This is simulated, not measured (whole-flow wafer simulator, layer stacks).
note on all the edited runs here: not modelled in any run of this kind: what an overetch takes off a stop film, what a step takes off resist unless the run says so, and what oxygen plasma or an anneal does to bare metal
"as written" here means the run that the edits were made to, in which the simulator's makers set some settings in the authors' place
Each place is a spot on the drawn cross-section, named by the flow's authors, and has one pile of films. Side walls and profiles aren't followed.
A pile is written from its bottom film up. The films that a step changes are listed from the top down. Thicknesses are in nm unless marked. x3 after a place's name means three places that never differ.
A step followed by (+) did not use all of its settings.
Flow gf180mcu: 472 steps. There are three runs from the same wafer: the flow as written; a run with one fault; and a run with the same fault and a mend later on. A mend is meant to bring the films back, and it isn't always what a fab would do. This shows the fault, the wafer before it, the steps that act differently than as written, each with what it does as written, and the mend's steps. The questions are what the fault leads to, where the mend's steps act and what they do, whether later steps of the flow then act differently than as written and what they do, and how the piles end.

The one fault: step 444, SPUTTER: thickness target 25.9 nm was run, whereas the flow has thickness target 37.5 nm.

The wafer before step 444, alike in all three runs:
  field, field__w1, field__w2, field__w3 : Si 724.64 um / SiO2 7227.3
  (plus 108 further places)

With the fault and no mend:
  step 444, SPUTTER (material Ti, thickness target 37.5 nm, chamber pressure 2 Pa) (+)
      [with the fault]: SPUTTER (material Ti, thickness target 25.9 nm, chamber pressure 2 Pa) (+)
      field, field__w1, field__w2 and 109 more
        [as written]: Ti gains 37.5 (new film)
        [with the fault]: Ti gains 25.9 (new film)
  Later steps of the flow acting differently than as written (5 other steps are not shown; they differ only slightly, by no more than 2% or 0.5 nm, whichever is larger):
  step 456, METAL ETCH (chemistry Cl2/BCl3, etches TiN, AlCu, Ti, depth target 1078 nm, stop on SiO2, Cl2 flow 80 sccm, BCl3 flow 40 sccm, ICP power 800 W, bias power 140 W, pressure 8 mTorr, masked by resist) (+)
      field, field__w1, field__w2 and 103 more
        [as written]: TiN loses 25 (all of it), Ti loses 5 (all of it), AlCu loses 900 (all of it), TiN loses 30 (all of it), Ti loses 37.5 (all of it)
        [with the fault]: TiN loses 25 (all of it), Ti loses 5 (all of it), AlCu loses 900 (all of it), TiN loses 30 (all of it), Ti loses 25.9 (all of it)
  The piles end different from the flow's at field__w8, contact, m1, m1__w1, pad, m1_nw by more than 2% or 0.5 nm, whichever is larger.
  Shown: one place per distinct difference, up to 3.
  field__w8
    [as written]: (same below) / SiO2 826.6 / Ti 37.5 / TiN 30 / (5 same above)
    [with the fault]: (same below) / SiO2 826.6 / Ti 25.9 / TiN 30 / (5 same above)
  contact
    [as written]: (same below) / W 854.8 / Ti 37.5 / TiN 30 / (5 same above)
    [with the fault]: (same below) / W 854.8 / Ti 25.9 / TiN 30 / (5 same above)
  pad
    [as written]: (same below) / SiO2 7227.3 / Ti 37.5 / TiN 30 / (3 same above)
    [with the fault]: (same below) / SiO2 7227.3 / Ti 25.9 / TiN 30 / (3 same above)

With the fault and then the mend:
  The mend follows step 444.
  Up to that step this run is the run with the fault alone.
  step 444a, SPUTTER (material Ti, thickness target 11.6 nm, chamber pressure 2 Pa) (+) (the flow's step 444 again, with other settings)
      field, field__w1, field__w2 and 109 more
        Ti gains 11.6
  Every later step of the flow that is run acts as written at every place that is followed.
  At every place that both follow, the piles at the end match the flow's.
